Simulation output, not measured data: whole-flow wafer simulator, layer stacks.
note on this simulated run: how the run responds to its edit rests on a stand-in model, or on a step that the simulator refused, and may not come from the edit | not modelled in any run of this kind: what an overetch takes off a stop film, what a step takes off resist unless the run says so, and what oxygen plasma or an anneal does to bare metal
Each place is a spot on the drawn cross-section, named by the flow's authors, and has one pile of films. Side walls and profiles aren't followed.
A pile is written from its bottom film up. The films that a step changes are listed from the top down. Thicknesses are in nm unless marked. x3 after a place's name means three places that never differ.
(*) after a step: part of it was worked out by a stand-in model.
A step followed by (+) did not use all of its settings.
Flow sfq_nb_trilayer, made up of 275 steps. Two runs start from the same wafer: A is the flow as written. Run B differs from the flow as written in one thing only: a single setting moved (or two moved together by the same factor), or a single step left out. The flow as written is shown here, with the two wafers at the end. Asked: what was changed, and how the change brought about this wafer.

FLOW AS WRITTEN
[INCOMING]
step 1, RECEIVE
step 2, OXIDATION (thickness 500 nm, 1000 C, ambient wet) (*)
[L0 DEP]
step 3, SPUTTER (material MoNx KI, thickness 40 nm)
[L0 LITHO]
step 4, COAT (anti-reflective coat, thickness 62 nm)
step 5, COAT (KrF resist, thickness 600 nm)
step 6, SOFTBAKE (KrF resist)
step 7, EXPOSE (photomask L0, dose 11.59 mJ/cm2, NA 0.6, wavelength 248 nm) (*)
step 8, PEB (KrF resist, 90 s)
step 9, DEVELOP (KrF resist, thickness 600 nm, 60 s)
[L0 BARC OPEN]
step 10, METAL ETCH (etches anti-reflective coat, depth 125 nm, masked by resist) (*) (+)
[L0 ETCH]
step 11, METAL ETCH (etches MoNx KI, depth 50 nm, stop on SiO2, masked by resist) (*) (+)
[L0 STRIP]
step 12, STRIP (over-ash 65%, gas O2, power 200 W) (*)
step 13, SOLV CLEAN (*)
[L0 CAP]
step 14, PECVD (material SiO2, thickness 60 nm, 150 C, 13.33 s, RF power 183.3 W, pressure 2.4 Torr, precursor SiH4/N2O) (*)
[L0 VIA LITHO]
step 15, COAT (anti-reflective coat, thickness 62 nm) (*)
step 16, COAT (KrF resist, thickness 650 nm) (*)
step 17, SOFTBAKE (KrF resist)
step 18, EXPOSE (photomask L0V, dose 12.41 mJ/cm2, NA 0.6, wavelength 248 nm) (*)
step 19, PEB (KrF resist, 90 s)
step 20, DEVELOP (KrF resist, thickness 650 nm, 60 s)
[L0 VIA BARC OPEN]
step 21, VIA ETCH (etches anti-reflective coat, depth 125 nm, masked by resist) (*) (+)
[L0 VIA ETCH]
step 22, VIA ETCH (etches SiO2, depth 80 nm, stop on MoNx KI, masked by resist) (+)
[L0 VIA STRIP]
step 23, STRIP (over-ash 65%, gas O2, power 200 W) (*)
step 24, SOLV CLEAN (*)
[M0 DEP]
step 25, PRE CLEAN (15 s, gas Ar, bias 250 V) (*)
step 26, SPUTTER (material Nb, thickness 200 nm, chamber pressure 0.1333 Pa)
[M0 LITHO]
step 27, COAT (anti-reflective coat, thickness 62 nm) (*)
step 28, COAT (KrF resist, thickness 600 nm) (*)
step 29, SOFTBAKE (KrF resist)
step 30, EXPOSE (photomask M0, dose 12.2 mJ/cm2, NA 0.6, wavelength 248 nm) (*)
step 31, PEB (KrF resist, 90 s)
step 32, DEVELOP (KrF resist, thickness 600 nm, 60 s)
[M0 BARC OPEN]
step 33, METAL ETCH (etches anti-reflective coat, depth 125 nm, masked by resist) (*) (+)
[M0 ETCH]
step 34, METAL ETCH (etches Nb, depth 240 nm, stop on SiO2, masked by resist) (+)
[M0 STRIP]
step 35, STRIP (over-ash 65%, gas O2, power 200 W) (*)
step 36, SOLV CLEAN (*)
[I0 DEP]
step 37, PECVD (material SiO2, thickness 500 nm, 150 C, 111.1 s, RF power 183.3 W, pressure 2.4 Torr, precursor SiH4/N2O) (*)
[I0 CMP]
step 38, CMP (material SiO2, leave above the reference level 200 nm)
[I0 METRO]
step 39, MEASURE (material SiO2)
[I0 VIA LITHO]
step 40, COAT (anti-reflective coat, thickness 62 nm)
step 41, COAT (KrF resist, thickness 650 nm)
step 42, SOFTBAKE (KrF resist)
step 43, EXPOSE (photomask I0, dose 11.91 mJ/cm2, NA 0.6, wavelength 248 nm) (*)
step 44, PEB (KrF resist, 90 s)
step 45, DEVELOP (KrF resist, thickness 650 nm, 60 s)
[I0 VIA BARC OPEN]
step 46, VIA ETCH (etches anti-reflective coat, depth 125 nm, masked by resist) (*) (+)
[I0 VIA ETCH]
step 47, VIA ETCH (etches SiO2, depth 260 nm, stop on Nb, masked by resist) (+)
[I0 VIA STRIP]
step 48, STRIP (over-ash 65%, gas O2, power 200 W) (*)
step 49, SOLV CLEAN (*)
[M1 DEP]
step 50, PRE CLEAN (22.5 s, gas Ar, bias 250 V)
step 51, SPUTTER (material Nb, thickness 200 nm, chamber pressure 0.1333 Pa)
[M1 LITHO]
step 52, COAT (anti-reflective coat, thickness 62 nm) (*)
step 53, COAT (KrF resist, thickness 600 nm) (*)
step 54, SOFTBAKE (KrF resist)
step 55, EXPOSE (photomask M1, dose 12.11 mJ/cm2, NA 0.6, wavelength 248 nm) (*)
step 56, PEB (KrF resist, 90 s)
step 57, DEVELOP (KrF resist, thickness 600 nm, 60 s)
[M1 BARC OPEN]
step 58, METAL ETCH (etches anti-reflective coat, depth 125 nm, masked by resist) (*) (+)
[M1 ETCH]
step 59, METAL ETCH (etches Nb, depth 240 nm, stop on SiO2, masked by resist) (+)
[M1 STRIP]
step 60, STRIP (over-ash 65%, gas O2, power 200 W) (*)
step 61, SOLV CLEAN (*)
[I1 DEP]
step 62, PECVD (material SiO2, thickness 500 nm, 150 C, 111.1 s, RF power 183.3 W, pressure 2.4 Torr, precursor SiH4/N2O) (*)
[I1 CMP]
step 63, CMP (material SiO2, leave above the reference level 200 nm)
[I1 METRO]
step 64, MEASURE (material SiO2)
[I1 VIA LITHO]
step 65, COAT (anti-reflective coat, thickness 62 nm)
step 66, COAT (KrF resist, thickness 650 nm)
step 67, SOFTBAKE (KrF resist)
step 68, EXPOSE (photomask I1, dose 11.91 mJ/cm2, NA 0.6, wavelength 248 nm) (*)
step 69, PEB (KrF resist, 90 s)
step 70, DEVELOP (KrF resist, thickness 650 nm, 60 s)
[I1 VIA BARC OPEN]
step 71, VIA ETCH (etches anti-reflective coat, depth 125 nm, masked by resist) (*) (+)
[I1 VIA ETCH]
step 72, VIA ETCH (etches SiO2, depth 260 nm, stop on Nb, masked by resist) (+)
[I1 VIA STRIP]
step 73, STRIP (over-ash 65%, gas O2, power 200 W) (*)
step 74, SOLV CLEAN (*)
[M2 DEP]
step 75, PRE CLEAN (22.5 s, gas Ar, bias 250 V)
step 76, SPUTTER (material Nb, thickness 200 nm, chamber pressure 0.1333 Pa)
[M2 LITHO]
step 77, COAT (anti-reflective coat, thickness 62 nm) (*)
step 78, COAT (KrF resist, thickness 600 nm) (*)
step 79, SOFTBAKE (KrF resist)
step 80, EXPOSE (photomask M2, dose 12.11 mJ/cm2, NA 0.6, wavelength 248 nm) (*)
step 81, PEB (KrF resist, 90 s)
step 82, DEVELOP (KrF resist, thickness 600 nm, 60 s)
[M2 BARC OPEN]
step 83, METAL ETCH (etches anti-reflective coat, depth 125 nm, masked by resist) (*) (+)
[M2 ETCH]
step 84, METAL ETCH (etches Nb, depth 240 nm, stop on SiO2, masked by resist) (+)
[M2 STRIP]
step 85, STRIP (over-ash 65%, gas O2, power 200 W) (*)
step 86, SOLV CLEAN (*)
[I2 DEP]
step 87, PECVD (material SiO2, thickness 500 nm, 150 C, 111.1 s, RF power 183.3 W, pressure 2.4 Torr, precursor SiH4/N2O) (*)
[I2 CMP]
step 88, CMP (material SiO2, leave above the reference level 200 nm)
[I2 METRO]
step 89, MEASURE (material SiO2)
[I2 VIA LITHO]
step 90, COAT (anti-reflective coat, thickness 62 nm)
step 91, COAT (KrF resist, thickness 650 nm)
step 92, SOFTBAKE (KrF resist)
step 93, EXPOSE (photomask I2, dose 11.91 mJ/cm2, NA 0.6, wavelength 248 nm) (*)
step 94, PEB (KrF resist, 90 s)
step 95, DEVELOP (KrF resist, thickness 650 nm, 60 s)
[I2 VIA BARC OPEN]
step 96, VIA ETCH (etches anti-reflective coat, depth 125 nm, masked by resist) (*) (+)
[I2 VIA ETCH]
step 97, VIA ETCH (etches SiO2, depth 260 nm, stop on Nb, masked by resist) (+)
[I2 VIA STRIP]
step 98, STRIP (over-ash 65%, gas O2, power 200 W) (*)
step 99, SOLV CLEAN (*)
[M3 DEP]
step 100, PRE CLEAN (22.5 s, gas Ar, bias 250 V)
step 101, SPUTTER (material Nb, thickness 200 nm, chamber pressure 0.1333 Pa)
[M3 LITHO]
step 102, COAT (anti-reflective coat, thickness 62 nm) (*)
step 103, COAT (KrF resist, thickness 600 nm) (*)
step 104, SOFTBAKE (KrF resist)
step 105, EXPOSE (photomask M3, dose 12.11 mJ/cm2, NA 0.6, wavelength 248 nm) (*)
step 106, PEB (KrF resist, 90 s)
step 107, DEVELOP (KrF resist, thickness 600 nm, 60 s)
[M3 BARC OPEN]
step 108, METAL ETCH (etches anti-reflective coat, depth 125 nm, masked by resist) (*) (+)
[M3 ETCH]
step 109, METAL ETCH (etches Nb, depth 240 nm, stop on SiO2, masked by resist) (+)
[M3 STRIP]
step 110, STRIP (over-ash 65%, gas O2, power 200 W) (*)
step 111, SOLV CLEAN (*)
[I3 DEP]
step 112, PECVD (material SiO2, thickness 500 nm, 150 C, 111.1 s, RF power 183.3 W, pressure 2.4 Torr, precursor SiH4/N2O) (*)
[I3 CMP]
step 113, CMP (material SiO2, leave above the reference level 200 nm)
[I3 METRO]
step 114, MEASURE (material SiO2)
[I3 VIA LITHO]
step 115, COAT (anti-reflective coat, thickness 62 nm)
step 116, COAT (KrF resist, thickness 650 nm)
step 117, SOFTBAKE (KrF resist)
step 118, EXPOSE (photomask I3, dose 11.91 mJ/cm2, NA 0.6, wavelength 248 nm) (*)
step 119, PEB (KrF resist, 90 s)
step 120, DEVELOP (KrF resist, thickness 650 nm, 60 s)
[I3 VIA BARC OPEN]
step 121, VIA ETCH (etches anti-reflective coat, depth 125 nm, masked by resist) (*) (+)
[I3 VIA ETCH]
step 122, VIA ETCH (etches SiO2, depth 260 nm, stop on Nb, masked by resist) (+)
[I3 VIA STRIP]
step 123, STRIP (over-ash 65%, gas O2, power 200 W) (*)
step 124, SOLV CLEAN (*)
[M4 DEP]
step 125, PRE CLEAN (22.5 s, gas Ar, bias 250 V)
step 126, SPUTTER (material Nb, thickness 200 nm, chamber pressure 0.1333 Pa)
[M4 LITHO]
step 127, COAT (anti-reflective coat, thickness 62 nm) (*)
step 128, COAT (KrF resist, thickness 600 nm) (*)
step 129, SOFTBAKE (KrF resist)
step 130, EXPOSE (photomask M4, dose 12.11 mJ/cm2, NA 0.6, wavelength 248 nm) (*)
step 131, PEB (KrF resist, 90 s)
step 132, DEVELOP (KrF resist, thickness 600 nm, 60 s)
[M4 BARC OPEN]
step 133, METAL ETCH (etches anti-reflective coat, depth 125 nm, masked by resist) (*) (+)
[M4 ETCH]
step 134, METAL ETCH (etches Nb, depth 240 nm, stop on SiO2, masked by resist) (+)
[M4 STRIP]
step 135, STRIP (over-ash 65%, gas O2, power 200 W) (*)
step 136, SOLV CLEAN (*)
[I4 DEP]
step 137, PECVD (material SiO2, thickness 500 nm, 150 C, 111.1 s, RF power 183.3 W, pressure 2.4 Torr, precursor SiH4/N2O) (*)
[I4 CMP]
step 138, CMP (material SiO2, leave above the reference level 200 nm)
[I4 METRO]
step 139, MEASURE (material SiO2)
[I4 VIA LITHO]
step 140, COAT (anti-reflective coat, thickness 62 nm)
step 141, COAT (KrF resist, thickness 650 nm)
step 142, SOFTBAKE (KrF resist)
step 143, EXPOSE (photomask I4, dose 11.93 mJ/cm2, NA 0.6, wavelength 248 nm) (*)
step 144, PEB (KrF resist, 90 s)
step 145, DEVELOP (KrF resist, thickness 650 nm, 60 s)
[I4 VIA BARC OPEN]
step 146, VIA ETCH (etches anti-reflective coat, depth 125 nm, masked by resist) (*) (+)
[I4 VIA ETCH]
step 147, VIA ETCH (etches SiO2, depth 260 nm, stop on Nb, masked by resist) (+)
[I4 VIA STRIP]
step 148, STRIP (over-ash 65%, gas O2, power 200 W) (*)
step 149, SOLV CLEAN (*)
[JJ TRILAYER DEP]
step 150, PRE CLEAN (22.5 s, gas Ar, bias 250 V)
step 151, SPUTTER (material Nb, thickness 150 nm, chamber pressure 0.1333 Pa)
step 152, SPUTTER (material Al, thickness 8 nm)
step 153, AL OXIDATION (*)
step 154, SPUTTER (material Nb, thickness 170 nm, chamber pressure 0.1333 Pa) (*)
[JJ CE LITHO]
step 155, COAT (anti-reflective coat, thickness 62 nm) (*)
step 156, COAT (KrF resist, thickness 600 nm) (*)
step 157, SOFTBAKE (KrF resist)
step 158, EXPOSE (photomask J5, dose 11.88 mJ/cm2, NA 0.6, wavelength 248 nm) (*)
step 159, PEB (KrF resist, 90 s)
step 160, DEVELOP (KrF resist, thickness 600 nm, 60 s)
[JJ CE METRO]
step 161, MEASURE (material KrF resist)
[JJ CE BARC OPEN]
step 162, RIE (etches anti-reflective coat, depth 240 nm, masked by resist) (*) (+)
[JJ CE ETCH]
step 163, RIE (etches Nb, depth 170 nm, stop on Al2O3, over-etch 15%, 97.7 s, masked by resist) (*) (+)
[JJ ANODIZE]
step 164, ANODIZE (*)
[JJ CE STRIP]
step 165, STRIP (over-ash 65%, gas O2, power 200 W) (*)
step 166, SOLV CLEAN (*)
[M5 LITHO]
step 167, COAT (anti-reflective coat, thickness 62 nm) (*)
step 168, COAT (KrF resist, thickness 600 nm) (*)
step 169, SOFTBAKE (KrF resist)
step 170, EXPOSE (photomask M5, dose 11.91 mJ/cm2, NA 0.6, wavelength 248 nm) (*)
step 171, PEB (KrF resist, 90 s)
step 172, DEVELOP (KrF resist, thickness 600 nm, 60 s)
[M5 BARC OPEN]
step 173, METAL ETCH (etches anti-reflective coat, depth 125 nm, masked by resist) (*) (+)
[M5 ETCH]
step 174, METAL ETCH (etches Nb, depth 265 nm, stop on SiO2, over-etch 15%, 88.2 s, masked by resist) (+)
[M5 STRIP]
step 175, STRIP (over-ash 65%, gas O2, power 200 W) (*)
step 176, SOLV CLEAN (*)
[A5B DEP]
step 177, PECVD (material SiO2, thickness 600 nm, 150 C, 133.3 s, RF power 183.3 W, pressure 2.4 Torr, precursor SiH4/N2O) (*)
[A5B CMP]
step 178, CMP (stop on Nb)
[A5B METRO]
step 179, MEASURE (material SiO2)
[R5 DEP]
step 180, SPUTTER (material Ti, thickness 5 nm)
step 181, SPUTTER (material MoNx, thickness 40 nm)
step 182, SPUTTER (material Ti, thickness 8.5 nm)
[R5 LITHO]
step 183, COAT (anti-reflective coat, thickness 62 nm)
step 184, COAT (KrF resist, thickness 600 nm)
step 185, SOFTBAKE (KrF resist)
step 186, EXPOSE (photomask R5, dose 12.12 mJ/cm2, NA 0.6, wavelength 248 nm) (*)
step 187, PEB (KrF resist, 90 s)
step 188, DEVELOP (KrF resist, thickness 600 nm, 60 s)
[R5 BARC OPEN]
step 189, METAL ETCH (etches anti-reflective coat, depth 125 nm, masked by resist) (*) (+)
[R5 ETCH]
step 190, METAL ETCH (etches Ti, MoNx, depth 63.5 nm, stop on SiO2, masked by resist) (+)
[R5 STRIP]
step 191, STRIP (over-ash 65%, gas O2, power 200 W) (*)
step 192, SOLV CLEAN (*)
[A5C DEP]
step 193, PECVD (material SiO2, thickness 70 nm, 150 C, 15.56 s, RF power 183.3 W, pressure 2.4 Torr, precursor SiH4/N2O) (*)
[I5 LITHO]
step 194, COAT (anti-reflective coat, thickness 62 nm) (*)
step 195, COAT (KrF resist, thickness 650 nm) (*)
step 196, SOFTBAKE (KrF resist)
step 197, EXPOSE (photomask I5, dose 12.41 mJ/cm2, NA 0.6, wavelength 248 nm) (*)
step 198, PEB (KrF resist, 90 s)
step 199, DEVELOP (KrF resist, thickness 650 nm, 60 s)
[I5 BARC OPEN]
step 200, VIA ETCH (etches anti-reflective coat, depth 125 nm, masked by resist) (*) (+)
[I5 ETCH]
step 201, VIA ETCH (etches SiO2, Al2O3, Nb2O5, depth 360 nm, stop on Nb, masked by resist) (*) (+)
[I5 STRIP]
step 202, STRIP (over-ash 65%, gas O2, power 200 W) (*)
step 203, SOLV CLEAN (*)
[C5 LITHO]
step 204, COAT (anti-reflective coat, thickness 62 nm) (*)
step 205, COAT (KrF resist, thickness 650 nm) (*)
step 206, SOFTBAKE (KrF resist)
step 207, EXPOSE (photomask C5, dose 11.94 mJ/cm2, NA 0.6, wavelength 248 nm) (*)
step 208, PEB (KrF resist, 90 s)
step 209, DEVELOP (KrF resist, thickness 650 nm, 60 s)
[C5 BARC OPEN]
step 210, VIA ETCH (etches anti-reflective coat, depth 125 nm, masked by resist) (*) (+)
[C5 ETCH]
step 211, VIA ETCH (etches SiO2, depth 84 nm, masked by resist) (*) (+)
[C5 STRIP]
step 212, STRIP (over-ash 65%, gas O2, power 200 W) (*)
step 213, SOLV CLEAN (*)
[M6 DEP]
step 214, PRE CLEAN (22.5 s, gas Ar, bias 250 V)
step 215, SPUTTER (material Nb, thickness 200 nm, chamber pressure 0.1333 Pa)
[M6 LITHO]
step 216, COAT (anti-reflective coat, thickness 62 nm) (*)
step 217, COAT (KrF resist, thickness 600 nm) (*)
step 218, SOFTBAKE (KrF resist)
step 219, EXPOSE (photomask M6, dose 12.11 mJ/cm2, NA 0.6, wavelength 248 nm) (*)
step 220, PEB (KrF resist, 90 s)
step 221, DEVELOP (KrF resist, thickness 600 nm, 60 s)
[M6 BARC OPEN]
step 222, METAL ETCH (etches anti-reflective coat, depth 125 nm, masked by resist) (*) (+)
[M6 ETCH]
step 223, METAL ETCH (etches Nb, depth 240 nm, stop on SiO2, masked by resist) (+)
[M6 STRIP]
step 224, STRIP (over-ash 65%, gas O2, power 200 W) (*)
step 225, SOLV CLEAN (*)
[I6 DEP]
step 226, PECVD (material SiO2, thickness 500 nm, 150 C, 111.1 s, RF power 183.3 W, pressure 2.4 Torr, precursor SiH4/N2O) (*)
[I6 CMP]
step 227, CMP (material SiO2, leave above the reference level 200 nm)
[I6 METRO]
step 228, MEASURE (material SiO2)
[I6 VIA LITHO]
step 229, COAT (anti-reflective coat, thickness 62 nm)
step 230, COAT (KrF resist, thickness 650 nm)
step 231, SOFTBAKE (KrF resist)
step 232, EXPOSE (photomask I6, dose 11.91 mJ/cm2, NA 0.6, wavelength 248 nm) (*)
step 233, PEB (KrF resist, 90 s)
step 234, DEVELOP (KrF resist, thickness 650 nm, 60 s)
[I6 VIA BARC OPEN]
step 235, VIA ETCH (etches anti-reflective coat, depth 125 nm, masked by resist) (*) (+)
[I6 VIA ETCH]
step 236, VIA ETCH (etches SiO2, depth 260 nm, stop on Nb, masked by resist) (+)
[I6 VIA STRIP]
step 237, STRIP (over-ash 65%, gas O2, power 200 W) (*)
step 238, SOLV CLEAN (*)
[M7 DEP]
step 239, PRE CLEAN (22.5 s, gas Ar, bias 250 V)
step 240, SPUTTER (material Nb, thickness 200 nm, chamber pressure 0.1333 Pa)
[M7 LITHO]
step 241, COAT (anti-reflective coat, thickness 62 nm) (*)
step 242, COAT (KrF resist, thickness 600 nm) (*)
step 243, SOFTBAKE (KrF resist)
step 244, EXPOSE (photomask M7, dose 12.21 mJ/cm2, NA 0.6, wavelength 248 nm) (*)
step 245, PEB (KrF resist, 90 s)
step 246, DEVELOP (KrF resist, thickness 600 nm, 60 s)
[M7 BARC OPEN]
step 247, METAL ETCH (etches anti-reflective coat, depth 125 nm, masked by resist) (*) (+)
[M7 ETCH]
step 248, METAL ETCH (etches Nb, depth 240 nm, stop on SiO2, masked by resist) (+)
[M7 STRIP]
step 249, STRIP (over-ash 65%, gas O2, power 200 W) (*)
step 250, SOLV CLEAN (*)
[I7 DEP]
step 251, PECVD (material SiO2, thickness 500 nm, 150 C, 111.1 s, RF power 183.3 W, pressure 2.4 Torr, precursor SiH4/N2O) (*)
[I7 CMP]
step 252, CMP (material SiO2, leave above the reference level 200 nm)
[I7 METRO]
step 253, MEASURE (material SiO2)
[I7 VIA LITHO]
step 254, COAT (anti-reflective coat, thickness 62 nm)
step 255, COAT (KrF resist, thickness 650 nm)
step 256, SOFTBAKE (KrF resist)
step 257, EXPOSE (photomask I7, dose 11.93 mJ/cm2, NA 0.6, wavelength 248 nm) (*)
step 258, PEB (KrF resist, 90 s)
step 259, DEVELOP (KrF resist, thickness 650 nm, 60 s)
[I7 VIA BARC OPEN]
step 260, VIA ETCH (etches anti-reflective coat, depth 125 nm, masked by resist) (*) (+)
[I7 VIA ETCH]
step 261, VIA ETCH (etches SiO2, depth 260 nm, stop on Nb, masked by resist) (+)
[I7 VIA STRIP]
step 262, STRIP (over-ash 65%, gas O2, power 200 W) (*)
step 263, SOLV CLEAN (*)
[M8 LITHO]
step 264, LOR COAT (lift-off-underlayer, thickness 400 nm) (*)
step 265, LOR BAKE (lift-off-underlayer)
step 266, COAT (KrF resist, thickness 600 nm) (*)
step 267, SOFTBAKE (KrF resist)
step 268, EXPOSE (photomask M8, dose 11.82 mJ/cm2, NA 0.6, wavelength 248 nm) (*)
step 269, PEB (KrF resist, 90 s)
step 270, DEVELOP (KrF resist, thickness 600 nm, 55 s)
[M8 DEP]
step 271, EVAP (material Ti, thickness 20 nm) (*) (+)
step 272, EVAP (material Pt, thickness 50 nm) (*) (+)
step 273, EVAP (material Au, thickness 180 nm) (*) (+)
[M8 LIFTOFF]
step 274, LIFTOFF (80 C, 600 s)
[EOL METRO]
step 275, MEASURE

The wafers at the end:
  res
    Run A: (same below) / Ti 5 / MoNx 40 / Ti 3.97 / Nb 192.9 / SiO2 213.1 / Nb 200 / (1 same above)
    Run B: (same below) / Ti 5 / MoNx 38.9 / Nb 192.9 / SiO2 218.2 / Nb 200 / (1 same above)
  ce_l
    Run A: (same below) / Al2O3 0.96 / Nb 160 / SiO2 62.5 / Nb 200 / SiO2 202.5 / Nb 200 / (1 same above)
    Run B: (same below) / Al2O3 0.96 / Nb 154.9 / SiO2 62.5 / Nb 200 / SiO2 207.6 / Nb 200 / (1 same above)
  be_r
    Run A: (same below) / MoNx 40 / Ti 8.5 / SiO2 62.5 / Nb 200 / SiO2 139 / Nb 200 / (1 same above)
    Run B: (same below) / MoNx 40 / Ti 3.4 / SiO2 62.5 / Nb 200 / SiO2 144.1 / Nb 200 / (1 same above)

The reason: step 182, SPUTTER: thickness 3.4 nm was run, though the flow has thickness 8.5 nm.
The wafer itself shows it: be_r has Ti 3.4, and step 182 as written asks for 8.5 nm.

Step by step, how the change led to this:
  step 182, SPUTTER (material Ti, thickness 8.5 nm)
      field_l, v_sur, via_wl and 103 more: A +8.5 Ti (new film) | B +3.4 Ti (new film)
  step 190, METAL ETCH (etches Ti, MoNx, depth 63.5 nm, stop on SiO2, masked by resist) (+)
      field_l, v_sur, via_wl and 92 more: A -8.5 Ti (all of it), -40 MoNx (all of it), -5 Ti (all of it) | B -3.4 Ti (all of it), -40 MoNx (all of it), -5 Ti (all of it)
      ce_l, c5j, ce_r, wl_jj: A -8.5 Ti (all of it), -40 MoNx (all of it), -5 Ti (all of it), -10 Nb | B -3.4 Ti (all of it), -40 MoNx (all of it), -5 Ti (all of it), -15.1 Nb
  step 194, COAT (anti-reflective coat, thickness 62 nm) (*)
      r5r_spacepad_l, r5r_spacepad_r: A +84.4 anti-reflective coat (new film) | B +82.2 anti-reflective coat (new film)
      ce_l: A +67.2 anti-reflective coat (new film) | B +69.4 anti-reflective coat (new film)
      (also at 5 further places)
  step 202, STRIP (over-ash 65%, gas O2, power 200 W) (*)
      r5r_spacepad_l, r5r_spacepad_r: A -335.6 KrF resist (all of it), -84.4 anti-reflective coat (all of it) | B -335.4 KrF resist (all of it), -82.2 anti-reflective coat (all of it)
      ce_l: A -341.5 KrF resist (all of it), -67.2 anti-reflective coat (all of it) | B -342.9 KrF resist (all of it), -69.4 anti-reflective coat (all of it)
      (also at 5 further places)
  step 204, COAT (anti-reflective coat, thickness 62 nm) (*)
      r5r_spacepad_l, r5r_spacepad_r: A +84.4 anti-reflective coat (new film) | B +82.2 anti-reflective coat (new film)
      ce_l: A +66 anti-reflective coat (new film) | B +68.3 anti-reflective coat (new film)
      (also at 4 further places)
  step 210, VIA ETCH (etches anti-reflective coat, depth 125 nm, masked by resist) (*) (+)
      c5j: A -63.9 anti-reflective coat (all of it), -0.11 SiO2 | B -65.3 anti-reflective coat (all of it), -0.1 SiO2
  step 212, STRIP (over-ash 65%, gas O2, power 200 W) (*)
      r5r_spacepad_l, r5r_spacepad_r: A -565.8 KrF resist (all of it), -84.4 anti-reflective coat (all of it) | B -565.2 KrF resist (all of it), -82.2 anti-reflective coat (all of it)
      ce_l: A -567.4 KrF resist (all of it), -66 anti-reflective coat (all of it) | B -568.4 KrF resist (all of it), -68.3 anti-reflective coat (all of it)
      (also at 3 further places)
  step 214, PRE CLEAN (22.5 s, gas Ar, bias 250 V)
      res: A -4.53 Ti | B -3.4 Ti (all of it), -1.11 MoNx
  step 216, COAT (anti-reflective coat, thickness 62 nm) (*)
      r5r_spacepad_l, r5r_spacepad_r: A +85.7 anti-reflective coat (new film) | B +83.2 anti-reflective coat (new film)
      ce_l: A +48 anti-reflective coat (new film) | B +49.6 anti-reflective coat (new film)
      (also at 4 further places)
  step 222, METAL ETCH (etches anti-reflective coat, depth 125 nm, masked by resist) (*) (+)
      r5r_spacepad_l, r5r_spacepad_r: A -85.7 anti-reflective coat (all of it) | B -83.2 anti-reflective coat (all of it)
  step 224, STRIP (over-ash 65%, gas O2, power 200 W) (*)
      ce_l: A -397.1 KrF resist (all of it), -48 anti-reflective coat (all of it) | B -399 KrF resist (all of it), -49.6 anti-reflective coat (all of it)
      ce_r: A -403.5 KrF resist (all of it), -48.8 anti-reflective coat (all of it) | B -404.8 KrF resist (all of it), -50.4 anti-reflective coat (all of it)
      (also at 3 further places)
  step 227, CMP (material SiO2, leave above the reference level 200 nm)
      r5r_line_l, r5r_line_c, r5r_line_r: A -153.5 SiO2 | B -148.4 SiO2
      r5r_spacepad_l, r5r_spacepad_r: A -153.5 SiO2 | B -145.9 SiO2
      (also at 1 further place)
